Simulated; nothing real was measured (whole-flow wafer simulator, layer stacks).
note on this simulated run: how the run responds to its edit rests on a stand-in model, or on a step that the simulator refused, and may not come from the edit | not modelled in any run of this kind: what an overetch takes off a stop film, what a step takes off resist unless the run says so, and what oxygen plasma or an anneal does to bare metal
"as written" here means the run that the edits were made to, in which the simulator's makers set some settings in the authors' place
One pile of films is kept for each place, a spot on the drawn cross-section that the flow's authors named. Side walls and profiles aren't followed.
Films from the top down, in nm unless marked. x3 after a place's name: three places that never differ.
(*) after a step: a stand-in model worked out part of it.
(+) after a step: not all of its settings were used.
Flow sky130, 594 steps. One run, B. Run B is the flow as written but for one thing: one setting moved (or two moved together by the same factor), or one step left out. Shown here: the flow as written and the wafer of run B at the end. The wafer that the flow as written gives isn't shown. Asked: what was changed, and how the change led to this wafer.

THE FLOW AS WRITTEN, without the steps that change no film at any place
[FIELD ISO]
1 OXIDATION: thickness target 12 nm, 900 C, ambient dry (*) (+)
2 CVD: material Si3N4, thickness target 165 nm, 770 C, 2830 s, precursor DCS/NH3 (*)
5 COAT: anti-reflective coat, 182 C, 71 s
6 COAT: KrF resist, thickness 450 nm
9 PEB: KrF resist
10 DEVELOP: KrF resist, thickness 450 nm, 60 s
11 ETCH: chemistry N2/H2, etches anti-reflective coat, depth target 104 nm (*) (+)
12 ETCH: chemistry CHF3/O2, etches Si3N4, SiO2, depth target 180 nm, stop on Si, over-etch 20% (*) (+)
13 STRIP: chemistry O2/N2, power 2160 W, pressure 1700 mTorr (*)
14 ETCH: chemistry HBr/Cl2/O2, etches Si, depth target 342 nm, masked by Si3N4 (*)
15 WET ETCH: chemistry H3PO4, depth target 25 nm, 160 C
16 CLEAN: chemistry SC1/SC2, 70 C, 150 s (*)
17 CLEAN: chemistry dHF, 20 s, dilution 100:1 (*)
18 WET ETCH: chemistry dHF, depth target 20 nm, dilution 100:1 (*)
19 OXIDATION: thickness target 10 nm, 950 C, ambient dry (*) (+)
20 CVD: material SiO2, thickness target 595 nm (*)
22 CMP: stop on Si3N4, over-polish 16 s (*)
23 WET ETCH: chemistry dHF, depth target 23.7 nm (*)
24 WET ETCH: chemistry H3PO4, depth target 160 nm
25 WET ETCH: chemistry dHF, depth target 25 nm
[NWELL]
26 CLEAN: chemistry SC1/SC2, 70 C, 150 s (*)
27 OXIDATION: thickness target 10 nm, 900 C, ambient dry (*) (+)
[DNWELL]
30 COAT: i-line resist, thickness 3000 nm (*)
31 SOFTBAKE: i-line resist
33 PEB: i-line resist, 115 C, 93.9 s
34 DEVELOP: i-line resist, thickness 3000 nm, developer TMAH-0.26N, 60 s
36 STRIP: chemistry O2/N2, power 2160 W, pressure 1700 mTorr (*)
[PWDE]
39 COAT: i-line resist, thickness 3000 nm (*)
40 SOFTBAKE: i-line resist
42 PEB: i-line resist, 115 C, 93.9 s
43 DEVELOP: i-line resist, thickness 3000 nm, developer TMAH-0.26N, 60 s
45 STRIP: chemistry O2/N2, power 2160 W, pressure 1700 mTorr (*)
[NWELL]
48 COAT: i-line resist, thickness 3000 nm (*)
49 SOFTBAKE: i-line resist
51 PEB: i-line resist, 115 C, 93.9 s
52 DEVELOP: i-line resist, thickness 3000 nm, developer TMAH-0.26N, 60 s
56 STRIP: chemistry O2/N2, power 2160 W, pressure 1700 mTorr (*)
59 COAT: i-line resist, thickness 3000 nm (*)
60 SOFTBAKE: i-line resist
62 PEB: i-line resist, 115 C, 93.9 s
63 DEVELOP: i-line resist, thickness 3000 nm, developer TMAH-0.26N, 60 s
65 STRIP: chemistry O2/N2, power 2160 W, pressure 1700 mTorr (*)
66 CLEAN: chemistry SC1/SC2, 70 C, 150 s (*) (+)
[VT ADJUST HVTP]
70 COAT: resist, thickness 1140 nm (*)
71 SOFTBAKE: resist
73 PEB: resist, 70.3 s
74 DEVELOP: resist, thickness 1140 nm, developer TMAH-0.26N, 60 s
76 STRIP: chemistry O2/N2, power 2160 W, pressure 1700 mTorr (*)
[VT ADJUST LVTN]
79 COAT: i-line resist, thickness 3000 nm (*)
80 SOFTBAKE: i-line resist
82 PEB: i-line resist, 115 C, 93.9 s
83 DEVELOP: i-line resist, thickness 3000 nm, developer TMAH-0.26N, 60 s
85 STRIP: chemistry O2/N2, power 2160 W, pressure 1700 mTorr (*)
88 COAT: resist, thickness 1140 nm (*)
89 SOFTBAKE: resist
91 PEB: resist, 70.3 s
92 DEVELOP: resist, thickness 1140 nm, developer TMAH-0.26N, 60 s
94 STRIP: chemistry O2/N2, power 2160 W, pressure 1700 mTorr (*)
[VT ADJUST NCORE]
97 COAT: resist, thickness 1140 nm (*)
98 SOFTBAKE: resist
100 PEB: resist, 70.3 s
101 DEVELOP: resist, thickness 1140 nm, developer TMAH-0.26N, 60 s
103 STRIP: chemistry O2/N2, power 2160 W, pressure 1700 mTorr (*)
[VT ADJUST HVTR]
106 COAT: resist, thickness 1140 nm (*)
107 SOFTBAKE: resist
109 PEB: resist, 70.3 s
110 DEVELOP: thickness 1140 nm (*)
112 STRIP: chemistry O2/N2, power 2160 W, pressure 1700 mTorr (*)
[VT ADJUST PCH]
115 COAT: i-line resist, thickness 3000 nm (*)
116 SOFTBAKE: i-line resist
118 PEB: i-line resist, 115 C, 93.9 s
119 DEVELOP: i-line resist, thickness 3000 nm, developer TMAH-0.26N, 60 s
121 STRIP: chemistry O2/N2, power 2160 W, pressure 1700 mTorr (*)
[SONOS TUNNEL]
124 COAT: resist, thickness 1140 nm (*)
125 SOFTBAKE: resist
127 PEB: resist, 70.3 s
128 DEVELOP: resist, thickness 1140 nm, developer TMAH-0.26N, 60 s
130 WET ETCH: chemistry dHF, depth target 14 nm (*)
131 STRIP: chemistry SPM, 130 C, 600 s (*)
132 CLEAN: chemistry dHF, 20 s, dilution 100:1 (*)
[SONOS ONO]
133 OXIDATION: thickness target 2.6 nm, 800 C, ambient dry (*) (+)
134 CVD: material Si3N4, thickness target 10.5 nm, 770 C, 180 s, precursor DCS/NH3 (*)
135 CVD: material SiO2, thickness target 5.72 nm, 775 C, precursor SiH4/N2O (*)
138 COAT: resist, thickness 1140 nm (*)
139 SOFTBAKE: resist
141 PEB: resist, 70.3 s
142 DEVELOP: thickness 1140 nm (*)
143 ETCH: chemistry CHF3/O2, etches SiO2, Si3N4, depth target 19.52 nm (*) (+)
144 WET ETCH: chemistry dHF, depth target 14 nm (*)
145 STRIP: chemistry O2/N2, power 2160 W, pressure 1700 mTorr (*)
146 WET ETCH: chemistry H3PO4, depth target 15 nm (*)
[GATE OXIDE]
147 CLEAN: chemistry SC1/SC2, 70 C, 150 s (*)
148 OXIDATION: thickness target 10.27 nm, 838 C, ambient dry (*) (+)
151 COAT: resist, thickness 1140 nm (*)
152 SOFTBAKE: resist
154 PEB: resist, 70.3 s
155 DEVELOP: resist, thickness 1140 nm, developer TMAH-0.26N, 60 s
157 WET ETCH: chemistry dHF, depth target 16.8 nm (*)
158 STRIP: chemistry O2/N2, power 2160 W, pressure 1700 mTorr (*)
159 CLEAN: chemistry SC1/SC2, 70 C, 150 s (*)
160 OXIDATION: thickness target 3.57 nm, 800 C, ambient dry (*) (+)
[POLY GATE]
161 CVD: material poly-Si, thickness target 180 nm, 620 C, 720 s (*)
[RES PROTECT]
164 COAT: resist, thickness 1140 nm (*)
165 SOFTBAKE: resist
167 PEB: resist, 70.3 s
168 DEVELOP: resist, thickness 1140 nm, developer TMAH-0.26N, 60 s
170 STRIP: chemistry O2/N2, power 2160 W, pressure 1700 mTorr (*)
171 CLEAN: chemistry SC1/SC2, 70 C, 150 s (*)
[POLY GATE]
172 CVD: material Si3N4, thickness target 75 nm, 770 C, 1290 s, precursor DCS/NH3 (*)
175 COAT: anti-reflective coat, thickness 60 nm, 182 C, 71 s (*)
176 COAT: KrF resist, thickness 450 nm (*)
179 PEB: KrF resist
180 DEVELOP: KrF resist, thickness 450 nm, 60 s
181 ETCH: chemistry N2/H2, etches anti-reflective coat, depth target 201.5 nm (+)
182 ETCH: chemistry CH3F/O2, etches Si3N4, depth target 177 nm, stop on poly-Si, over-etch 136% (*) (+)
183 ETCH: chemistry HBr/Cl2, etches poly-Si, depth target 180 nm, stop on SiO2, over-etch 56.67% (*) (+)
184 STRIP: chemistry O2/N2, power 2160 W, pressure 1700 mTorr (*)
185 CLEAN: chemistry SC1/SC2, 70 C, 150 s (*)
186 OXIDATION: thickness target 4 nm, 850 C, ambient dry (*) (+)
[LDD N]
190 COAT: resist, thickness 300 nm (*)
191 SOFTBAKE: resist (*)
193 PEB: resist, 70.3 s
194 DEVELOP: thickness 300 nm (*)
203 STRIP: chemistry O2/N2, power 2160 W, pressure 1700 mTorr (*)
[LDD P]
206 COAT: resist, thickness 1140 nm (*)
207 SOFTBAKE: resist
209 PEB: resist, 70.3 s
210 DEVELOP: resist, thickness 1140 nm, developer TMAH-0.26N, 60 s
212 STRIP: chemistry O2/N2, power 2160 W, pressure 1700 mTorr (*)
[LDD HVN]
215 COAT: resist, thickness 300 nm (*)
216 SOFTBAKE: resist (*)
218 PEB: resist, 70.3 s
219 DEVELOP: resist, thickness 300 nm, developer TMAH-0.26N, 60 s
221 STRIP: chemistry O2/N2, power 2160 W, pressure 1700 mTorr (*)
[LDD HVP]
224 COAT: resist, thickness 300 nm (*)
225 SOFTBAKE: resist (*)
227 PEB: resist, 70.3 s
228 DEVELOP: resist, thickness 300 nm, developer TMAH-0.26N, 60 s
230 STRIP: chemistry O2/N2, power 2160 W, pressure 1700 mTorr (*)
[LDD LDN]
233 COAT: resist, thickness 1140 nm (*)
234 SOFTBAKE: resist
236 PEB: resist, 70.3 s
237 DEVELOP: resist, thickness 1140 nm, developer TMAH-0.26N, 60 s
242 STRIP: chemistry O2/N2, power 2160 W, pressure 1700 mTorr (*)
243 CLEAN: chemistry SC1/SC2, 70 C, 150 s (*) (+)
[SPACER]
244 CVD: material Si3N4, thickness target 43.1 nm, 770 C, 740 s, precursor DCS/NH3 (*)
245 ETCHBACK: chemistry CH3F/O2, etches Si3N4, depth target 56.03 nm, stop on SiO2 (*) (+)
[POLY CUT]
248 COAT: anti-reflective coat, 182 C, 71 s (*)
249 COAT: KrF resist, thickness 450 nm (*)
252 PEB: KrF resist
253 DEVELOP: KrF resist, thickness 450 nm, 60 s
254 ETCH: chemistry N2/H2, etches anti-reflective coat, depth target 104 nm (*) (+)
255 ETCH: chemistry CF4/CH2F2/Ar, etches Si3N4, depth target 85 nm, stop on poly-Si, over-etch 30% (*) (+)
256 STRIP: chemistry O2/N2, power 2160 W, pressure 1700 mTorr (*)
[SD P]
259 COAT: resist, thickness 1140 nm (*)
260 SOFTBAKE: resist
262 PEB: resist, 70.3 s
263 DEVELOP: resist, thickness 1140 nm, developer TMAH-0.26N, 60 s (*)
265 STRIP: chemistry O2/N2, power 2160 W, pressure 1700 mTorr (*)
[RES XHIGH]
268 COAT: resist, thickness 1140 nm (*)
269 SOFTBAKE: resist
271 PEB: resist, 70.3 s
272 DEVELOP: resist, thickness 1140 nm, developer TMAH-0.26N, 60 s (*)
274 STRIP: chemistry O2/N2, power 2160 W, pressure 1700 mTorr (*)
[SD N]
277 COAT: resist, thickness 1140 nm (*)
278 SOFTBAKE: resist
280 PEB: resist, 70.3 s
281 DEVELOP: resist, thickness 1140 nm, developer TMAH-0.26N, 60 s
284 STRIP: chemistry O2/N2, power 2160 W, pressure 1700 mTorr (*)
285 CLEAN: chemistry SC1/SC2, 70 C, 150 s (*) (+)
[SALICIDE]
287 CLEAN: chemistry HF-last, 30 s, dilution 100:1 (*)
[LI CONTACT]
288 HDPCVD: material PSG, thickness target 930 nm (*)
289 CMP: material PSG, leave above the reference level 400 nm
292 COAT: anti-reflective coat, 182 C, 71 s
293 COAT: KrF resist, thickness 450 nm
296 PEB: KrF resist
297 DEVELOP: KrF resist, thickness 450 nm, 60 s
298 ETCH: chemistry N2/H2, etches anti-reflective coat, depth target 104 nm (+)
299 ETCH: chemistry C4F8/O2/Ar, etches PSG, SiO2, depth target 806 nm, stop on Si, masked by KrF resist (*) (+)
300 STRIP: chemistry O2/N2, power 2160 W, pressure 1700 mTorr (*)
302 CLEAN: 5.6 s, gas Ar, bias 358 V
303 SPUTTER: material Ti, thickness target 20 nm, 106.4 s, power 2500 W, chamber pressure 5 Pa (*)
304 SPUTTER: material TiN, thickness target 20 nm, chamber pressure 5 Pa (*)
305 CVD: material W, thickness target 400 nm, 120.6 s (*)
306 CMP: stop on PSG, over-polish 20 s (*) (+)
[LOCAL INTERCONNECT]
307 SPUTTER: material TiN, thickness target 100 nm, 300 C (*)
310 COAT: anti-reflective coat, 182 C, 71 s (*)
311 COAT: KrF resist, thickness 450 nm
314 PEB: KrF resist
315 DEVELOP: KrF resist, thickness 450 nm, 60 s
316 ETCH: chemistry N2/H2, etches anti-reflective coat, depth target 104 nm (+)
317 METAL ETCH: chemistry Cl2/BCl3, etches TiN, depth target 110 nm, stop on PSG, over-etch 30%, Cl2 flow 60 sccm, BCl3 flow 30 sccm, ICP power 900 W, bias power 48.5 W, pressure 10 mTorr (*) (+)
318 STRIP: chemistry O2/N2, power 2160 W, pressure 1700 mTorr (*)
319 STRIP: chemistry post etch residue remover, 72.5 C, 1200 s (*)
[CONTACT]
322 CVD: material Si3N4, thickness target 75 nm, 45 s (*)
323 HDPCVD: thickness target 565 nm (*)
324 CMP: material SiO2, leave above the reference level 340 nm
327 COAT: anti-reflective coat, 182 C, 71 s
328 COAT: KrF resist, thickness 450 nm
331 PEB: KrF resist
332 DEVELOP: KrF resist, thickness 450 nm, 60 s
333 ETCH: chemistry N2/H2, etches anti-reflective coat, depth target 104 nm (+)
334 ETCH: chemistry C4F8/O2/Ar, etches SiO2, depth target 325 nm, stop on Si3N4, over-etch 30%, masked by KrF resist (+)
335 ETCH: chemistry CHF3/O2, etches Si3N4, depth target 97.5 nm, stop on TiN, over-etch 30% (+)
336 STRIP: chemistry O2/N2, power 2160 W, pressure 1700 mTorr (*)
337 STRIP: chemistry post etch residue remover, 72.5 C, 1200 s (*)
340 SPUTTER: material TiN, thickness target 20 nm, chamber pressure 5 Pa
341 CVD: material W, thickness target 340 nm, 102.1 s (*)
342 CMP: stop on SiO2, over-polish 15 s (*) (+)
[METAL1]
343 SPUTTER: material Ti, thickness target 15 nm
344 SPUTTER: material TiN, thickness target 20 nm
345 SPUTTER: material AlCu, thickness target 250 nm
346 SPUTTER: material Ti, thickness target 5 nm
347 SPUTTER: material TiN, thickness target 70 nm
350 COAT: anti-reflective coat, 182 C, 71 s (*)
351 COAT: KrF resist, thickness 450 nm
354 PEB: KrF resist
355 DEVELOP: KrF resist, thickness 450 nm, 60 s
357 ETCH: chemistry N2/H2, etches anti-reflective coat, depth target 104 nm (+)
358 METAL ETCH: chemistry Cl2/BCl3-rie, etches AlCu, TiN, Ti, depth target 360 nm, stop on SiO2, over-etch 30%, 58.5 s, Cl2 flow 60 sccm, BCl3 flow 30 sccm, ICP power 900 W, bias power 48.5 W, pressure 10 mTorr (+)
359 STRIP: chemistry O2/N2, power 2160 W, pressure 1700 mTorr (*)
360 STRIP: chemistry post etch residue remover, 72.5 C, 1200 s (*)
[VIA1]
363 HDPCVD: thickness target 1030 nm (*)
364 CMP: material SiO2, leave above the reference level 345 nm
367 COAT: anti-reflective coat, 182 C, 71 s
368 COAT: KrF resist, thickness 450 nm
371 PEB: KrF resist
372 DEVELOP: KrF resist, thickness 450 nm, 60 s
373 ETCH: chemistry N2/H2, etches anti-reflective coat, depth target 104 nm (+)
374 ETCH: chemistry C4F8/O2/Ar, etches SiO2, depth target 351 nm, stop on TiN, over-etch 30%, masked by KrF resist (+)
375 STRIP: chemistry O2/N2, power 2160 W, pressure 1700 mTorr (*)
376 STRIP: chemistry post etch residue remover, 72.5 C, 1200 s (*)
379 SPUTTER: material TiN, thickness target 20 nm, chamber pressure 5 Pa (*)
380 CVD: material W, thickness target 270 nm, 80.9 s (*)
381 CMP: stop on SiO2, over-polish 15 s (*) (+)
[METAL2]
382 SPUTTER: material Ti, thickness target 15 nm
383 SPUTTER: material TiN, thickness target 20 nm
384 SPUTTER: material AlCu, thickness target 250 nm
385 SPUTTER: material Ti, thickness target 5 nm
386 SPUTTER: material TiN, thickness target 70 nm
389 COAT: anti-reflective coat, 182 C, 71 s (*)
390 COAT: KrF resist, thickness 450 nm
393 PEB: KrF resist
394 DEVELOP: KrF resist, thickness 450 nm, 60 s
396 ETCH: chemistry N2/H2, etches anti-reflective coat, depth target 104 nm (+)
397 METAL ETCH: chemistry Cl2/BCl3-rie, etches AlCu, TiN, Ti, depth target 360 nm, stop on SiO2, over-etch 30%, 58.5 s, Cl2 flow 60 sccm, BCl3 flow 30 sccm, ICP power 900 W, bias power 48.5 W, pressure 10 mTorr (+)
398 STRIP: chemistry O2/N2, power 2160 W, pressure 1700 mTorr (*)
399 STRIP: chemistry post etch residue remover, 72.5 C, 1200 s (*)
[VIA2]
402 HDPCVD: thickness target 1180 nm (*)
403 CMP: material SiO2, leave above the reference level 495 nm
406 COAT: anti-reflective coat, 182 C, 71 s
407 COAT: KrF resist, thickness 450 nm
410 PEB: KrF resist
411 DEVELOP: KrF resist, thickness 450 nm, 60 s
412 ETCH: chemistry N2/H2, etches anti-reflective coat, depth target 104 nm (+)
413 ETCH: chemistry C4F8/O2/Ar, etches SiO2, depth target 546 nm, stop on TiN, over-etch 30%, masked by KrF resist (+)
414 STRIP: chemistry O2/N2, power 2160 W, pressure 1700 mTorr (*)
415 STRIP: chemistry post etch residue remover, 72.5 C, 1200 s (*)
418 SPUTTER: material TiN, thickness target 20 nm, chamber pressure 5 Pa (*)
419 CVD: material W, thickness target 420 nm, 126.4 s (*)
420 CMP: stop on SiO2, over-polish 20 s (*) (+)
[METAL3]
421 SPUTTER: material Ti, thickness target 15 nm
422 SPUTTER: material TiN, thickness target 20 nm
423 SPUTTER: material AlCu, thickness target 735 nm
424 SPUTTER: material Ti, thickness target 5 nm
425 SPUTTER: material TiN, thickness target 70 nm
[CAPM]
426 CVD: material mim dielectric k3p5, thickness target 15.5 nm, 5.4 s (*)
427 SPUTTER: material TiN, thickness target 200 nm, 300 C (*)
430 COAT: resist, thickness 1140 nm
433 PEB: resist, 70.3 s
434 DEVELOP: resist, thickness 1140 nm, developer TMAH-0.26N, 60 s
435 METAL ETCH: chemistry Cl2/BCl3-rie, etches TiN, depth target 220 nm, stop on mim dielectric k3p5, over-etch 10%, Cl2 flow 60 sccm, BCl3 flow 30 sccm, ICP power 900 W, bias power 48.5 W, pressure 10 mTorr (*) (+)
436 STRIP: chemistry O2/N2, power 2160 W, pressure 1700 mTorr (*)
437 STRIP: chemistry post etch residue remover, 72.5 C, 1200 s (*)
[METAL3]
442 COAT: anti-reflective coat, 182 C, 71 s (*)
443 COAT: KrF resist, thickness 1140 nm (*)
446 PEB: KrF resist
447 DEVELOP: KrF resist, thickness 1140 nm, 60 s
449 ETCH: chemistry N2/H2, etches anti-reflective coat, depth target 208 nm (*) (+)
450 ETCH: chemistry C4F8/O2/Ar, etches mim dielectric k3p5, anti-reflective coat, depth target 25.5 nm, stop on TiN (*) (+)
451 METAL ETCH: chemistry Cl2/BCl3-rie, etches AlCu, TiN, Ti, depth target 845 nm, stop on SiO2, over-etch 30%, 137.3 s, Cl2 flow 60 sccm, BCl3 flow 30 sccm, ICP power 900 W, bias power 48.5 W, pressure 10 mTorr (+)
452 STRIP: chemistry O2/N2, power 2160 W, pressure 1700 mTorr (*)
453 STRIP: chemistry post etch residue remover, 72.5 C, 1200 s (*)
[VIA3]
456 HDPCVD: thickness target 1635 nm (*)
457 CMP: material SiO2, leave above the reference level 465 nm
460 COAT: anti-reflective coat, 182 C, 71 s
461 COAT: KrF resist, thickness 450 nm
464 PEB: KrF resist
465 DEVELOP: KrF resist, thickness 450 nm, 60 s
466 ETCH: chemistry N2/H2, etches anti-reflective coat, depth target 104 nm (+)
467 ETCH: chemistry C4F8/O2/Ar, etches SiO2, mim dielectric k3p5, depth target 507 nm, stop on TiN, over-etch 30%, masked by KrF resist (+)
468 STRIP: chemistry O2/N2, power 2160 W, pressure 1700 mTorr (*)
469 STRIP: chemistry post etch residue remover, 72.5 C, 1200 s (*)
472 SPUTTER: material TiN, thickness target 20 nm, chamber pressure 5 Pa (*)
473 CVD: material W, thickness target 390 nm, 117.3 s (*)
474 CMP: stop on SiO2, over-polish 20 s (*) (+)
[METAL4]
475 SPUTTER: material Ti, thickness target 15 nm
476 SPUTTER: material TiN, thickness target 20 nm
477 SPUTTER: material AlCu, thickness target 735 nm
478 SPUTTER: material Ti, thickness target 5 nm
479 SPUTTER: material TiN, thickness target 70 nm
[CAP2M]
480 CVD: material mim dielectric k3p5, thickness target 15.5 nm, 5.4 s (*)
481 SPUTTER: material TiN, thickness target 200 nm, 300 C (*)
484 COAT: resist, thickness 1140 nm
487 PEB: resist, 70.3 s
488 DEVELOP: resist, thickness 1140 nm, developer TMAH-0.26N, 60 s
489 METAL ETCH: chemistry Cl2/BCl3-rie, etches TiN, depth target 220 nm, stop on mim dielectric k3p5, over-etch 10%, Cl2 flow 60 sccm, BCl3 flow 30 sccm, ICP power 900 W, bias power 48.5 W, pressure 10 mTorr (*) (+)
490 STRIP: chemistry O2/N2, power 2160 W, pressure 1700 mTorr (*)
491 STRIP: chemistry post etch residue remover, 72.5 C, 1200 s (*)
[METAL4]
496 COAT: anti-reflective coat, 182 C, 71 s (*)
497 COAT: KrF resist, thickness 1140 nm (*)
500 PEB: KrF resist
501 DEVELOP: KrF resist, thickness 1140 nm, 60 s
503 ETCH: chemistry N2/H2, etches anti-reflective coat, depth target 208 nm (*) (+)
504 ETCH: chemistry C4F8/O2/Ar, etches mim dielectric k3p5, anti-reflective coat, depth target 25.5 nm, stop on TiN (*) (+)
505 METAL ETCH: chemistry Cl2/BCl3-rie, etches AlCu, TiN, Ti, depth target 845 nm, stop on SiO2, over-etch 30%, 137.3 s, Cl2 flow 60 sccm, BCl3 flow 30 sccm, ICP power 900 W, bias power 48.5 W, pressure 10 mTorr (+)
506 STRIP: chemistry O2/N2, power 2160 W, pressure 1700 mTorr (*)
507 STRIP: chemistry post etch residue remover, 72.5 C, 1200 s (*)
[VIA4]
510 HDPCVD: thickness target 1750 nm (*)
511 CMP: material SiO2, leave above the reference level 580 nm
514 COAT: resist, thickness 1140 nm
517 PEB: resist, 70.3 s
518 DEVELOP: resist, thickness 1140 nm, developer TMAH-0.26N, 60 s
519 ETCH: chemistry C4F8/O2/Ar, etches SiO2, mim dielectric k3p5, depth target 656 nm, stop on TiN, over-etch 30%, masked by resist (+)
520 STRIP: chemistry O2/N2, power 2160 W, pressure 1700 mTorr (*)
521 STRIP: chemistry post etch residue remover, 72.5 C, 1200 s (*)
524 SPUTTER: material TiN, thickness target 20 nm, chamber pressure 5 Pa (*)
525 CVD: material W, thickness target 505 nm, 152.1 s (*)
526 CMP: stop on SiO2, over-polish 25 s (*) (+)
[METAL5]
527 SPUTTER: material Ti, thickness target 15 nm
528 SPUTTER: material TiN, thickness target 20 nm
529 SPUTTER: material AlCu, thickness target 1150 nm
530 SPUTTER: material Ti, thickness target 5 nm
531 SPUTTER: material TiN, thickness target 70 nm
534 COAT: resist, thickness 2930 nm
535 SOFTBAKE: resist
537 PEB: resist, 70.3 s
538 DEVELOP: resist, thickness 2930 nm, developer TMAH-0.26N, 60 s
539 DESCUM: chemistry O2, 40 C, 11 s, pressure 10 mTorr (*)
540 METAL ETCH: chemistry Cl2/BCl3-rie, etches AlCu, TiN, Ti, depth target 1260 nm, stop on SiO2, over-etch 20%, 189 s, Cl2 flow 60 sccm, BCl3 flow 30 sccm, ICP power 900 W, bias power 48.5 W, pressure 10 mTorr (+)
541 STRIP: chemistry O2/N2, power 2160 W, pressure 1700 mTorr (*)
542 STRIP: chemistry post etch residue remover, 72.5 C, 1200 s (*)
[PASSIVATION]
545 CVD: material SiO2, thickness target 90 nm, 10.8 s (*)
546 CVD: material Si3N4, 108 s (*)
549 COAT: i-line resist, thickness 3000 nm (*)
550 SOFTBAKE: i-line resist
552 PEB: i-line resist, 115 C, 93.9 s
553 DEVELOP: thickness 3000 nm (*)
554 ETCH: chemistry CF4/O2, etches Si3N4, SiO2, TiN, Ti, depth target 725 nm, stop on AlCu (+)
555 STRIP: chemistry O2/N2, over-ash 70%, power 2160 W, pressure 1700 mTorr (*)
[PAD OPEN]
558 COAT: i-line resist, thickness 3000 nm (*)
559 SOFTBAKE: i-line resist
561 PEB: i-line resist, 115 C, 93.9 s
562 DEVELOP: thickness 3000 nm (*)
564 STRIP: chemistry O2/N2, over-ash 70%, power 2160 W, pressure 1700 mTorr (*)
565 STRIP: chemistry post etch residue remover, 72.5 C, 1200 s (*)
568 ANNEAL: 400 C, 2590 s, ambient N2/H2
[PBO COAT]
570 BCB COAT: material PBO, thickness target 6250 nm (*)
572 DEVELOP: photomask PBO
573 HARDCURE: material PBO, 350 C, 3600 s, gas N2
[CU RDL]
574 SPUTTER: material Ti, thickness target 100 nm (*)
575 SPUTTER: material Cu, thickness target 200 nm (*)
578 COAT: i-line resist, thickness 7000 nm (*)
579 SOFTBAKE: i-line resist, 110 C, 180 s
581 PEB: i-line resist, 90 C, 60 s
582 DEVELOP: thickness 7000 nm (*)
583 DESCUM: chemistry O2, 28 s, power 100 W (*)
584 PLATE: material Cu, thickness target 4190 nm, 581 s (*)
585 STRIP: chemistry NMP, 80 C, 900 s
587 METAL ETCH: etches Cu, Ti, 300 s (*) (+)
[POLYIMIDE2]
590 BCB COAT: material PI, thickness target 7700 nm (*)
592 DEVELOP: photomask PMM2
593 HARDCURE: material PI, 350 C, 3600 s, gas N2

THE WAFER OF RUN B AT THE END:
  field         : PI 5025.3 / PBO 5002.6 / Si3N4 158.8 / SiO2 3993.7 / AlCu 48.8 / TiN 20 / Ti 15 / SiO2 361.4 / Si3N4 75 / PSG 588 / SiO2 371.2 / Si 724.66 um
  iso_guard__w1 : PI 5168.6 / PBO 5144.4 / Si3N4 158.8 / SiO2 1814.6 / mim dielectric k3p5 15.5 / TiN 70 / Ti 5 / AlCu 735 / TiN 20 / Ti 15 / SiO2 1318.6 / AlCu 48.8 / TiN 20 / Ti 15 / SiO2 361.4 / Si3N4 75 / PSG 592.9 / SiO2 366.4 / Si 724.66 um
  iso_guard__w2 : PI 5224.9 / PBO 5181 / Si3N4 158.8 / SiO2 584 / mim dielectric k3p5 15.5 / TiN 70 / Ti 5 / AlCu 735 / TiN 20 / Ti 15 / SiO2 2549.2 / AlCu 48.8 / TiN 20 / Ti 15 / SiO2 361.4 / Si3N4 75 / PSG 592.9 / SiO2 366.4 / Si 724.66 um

The cause: step 358, METAL ETCH: depth target 207 nm was run, where the flow has depth target 360 nm; step 358, METAL ETCH: 33.6 s was run, where the flow has 58.5 s.

How the change led to this, step by step:
  358 METAL ETCH: chemistry Cl2/BCl3-rie, etches AlCu, TiN, Ti, depth target 360 nm, stop on SiO2, over-etch 30%, 58.5 s, Cl2 flow 60 sccm, BCl3 flow 30 sccm, ICP power 900 W, bias power 48.5 W, pressure 10 mTorr (+)
      field, active, gate and 81 more: TiN -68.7 (all of it), Ti -5 (all of it), AlCu -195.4 (as written it would be: TiN -68.7 (all of it), Ti -5 (all of it), AlCu -250 (all of it), TiN -20 (all of it), Ti -15 (all of it), SiO2 -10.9)
      n_well, p_well, sd_n and 80 more: KrF resist -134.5 (as written it would be: KrF resist -234)
      (and at 24 more places)
  359 STRIP: chemistry O2/N2, power 2160 W, pressure 1700 mTorr (*)
      n_well, p_well, gate_hv and 100 more: KrF resist -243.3 (all of it), anti-reflective coat -80 (all of it) (as written it would be: KrF resist -143.8 (all of it), anti-reflective coat -80 (all of it))
      poly_licon, ndiff_licon, ndiff_licon_cpp, rpo_hd_licon: KrF resist -243.3 (all of it), anti-reflective coat -80.5 (all of it) (as written it would be: KrF resist -143.9 (all of it), anti-reflective coat -80.5 (all of it))
  360 STRIP: chemistry post etch residue remover, 72.5 C, 1200 s (*)
      field, active, gate and 81 more: AlCu -5.72 (as written it would be: nothing)
  363 HDPCVD: thickness target 1030 nm (*)
      field, active, gate and 81 more: SiO2 +1030 (new film) (as written it would be: SiO2 +1030)
  364 CMP: material SiO2, leave above the reference level 345 nm
      field, active, gate and 81 more: SiO2 -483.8 (as written it would be: SiO2 -389.1)
Counting metal films that touch as one body, field has 1 body; the flow as written gives 0 bodies.
Counting metal films that touch as one body, iso_guard__w1 has 2 bodies (between them, from the top down: SiO2 1318.6); the flow as written gives 1 body.
Counting metal films that touch as one body, iso_guard__w2 has 2 bodies (between them, from the top down: SiO2 2549.2); the flow as written gives 1 body.
